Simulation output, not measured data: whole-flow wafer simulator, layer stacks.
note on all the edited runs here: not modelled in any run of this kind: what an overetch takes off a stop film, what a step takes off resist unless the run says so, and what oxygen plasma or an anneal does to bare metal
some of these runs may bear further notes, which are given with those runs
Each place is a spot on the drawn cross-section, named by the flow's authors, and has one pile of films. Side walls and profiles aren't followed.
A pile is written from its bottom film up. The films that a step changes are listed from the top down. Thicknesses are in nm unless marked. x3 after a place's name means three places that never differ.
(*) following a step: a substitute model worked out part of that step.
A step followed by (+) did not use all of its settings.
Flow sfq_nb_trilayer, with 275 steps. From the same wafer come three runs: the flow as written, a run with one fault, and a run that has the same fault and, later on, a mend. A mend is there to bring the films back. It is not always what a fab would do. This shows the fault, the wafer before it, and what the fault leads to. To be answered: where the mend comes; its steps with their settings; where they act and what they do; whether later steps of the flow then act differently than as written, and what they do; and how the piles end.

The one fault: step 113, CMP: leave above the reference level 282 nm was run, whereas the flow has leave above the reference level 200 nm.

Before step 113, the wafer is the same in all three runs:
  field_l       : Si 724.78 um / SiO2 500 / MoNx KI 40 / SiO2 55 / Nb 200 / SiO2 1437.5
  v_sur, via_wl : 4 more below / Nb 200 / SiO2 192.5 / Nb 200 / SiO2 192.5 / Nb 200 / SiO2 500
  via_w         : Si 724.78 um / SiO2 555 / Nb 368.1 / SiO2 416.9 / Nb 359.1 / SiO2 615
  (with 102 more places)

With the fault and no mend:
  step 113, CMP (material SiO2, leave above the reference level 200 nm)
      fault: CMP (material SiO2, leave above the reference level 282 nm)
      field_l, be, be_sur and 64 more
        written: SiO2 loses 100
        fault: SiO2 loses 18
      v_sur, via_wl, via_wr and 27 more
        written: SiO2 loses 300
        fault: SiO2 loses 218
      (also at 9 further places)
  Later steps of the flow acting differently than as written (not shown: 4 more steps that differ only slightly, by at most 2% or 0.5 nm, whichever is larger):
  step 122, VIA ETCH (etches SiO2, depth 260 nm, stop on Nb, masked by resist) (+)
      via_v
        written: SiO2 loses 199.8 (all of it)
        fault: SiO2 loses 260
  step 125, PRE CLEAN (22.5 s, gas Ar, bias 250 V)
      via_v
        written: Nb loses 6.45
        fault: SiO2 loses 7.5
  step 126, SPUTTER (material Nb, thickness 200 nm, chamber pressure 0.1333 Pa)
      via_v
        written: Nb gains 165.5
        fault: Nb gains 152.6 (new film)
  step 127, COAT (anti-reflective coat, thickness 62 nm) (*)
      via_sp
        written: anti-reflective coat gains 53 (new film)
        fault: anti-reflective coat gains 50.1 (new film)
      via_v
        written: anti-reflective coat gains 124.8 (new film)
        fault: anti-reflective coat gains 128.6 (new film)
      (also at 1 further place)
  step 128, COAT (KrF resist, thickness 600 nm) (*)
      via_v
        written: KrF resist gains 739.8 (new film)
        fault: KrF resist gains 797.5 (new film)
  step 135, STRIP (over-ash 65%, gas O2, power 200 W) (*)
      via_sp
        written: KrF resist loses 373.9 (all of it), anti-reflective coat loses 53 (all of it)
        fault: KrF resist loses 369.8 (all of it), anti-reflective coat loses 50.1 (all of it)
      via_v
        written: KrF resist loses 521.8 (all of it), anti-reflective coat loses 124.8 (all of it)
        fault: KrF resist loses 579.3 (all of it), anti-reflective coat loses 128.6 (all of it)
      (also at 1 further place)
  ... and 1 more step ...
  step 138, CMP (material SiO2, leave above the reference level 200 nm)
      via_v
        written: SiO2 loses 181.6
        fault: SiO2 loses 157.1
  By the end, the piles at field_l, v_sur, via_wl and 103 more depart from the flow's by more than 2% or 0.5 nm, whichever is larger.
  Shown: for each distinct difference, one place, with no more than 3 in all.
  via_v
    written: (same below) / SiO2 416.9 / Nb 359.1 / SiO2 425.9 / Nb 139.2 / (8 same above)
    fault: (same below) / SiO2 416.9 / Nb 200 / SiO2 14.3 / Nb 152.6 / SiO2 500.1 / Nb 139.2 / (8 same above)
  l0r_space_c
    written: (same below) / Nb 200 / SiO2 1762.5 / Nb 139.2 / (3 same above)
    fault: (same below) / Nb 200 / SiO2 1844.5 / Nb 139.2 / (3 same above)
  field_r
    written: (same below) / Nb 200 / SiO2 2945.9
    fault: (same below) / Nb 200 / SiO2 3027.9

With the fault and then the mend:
  After step 114 comes the mend.
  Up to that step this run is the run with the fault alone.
  step 114a, CMP (material SiO2, leave above the reference level 200 nm) (the flow's step 113, run once more)
      field_l, v_sur, via_wl and 103 more
        SiO2 loses 82
  None of the later steps of the flow acts differently than as written at any place that is followed.
  The piles end the same as the flow's at every place that both follow.
